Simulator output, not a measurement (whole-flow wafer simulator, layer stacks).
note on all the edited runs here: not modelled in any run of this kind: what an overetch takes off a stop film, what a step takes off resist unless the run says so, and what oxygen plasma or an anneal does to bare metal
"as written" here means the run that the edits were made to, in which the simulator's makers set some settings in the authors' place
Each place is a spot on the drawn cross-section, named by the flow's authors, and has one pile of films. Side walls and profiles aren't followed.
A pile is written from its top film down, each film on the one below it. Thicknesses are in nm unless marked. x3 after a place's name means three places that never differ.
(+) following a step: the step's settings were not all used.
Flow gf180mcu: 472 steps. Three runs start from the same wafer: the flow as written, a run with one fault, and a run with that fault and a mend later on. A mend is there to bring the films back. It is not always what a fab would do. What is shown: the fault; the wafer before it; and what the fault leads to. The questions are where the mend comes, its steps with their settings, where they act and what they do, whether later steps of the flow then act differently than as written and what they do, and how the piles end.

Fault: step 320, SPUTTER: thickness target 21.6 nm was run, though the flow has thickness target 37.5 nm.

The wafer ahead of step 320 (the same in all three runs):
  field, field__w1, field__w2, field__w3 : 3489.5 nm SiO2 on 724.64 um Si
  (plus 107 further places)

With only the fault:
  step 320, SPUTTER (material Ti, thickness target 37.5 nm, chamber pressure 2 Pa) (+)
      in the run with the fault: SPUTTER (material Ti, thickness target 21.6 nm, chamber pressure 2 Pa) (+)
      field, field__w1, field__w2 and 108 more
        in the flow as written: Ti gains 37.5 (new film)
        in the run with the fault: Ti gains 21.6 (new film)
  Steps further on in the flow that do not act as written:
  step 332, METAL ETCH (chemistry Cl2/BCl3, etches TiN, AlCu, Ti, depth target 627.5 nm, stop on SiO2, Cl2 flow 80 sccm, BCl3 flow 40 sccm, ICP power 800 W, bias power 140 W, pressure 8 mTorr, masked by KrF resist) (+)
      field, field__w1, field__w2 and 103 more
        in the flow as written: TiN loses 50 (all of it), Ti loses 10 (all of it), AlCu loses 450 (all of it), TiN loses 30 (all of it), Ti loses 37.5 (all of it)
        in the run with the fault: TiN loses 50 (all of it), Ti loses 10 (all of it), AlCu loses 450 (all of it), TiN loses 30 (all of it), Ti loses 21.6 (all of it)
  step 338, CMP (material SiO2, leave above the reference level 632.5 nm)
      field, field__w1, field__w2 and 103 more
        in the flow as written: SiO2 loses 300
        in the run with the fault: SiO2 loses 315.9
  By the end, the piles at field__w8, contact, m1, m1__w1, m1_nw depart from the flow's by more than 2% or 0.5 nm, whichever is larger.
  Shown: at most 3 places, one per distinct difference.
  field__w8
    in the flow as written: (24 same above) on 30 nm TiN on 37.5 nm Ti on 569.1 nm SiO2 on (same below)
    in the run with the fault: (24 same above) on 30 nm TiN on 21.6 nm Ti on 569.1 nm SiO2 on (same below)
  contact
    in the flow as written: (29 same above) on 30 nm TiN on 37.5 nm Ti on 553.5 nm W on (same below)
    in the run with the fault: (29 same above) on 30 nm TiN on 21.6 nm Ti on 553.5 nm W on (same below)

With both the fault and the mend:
  The mend follows step 320.
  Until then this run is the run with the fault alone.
  step 320a, SPUTTER (material Ti, thickness target 15.9 nm, chamber pressure 2 Pa) (+) (the flow's step 320, run once more with other settings)
      field, field__w1, field__w2 and 108 more
        Ti gains 15.9
  None of the later steps of the flow acts differently than as written at any place that is followed.
  The piles end the same as the flow's at every place that both follow.
